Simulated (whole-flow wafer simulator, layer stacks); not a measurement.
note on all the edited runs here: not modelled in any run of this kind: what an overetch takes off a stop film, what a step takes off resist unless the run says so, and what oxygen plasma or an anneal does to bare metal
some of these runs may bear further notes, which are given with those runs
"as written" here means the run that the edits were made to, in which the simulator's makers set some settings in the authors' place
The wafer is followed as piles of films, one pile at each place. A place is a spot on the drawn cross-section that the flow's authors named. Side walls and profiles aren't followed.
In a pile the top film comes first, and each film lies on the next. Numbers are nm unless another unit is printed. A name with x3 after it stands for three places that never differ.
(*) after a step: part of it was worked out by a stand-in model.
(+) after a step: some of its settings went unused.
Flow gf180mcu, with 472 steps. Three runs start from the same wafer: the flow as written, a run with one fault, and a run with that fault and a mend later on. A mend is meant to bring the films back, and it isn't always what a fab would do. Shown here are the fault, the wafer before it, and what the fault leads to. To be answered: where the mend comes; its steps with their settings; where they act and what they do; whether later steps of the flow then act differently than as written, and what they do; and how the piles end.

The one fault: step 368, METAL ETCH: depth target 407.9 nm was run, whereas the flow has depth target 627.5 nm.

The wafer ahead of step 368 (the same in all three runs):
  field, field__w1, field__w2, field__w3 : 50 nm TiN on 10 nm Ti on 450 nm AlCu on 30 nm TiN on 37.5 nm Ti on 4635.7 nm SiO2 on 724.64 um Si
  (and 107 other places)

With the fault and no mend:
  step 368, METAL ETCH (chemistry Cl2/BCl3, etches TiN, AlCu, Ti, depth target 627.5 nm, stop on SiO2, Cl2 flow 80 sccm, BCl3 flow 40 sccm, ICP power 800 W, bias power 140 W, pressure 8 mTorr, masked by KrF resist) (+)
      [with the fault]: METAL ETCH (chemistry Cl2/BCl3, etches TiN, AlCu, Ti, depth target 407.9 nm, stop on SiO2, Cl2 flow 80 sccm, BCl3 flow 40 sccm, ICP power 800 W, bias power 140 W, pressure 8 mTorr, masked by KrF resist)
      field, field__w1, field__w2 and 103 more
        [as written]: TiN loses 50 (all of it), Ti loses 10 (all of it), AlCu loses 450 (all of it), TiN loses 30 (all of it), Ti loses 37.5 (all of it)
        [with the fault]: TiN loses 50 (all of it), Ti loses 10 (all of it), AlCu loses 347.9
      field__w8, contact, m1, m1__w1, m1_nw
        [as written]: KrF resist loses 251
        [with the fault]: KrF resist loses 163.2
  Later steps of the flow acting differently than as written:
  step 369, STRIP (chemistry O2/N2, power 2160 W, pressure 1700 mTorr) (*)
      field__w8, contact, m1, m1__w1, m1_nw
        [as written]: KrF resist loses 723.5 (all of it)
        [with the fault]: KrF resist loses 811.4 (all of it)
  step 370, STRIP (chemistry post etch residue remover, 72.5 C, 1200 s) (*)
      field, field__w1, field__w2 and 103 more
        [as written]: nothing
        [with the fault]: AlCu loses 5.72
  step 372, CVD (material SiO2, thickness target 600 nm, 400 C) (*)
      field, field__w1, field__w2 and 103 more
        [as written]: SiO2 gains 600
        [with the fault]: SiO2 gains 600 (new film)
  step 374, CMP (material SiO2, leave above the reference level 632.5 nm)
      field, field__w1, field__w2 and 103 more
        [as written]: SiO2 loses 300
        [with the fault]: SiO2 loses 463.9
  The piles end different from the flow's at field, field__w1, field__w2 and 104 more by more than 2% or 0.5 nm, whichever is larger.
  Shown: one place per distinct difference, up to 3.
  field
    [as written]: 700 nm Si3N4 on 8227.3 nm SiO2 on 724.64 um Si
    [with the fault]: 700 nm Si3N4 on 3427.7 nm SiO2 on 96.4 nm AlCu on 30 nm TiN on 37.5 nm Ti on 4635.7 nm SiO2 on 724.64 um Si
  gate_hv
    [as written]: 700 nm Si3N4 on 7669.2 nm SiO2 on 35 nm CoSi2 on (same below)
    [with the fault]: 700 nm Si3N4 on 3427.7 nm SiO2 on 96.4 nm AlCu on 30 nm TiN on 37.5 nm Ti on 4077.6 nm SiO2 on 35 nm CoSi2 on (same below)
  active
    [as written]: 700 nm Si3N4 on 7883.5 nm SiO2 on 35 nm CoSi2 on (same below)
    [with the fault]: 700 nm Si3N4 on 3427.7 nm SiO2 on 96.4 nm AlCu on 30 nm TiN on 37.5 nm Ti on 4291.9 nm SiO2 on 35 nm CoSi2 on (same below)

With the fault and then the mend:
  After step 370 comes the mend.
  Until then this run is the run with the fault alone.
  step 370a, DEHYDRATE (200 C, 60 s) (the flow's step 361 again)
      does not change any film at any place that is followed
  step 370b, HMDS (120 C, 60 s) (the flow's step 362 again)
      does not change any film at any place that is followed
  step 370c, COAT (KrF resist, thickness 1000 nm) (*) (the flow's step 363 again)
      iso_ptap_pw, iso_ntap_nw, iso_nw_fld and 33 more
        KrF resist gains 1000 (new film)
      field__w5, field__w9, field_sub and 13 more
        KrF resist gains 1002.7 (new film)
      field_sub__w2, field_sub__w4, ld_drn_n and 9 more
        KrF resist gains 1002.6 (new film)
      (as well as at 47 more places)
  step 370d, SOFTBAKE (KrF resist) (the flow's step 364 again)
      does not change any film at any place that is followed
  step 370e, EXPOSE (photomask Metal4) (the flow's step 365 again)
      does not change any film at any place that is followed
  step 370f, PEB (KrF resist, 135 C, 90 s) (the flow's step 366 again)
      field__w1, field__w2, field__w3 and 56 more
        KrF resist loses 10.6
      iso_ptap_pw, iso_ntap_nw, iso_nw_fld and 33 more
        KrF resist loses 10.5
      gate_hv, sd_p, nw_sep_fld, polyc_n, polyc_n_rim
        KrF resist loses 10.7
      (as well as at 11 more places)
  step 370g, DEVELOP (thickness 1000 nm, 60 s) (the flow's step 367 again)
      iso_ptap_pw, iso_ntap_nw, iso_nw_fld and 33 more
        KrF resist loses 989.5 (all of it)
      field__w2, field__w3, field__w12 and 12 more
        KrF resist loses 992.2 (all of it)
      field_sub__w2, field_sub__w4, ld_drn_n and 7 more
        KrF resist loses 992 (all of it)
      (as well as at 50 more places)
  step 370h, METAL ETCH (chemistry Cl2/BCl3, etches TiN, AlCu, Ti, depth target 219.6 nm, stop on SiO2, Cl2 flow 80 sccm, BCl3 flow 40 sccm, ICP power 800 W, bias power 140 W, pressure 8 mTorr, masked by KrF resist) (+) (the flow's step 368 again, with other settings)
      field, field__w1, field__w2 and 103 more
        AlCu loses 96.4 (all of it), TiN loses 30 (all of it), Ti loses 37.5 (all of it)
      field__w8, contact, m1, m1__w1, m1_nw
        KrF resist loses 87.8
  step 370i, STRIP (chemistry O2/N2, power 2160 W, pressure 1700 mTorr) (*) (the flow's step 369 again)
      field__w8
        KrF resist loses 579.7 (all of it)
      contact
        KrF resist loses 577.7 (all of it)
      m1
        KrF resist loses 580.1 (all of it)
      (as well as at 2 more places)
  step 370j, STRIP (chemistry post etch residue remover, 72.5 C, 1200 s) (*) (the flow's step 370 again)
      field__w8, contact, m1, m1__w1, m1_nw
        TiN loses 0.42
  Later steps of the flow that are run all act as written at every place that is followed, up to a difference of at most 2% or 0.5 nm, whichever is larger.
  At the end the piles are close to the flow's at the places that both follow, differing by at most 2% or 0.5 nm, whichever is larger.
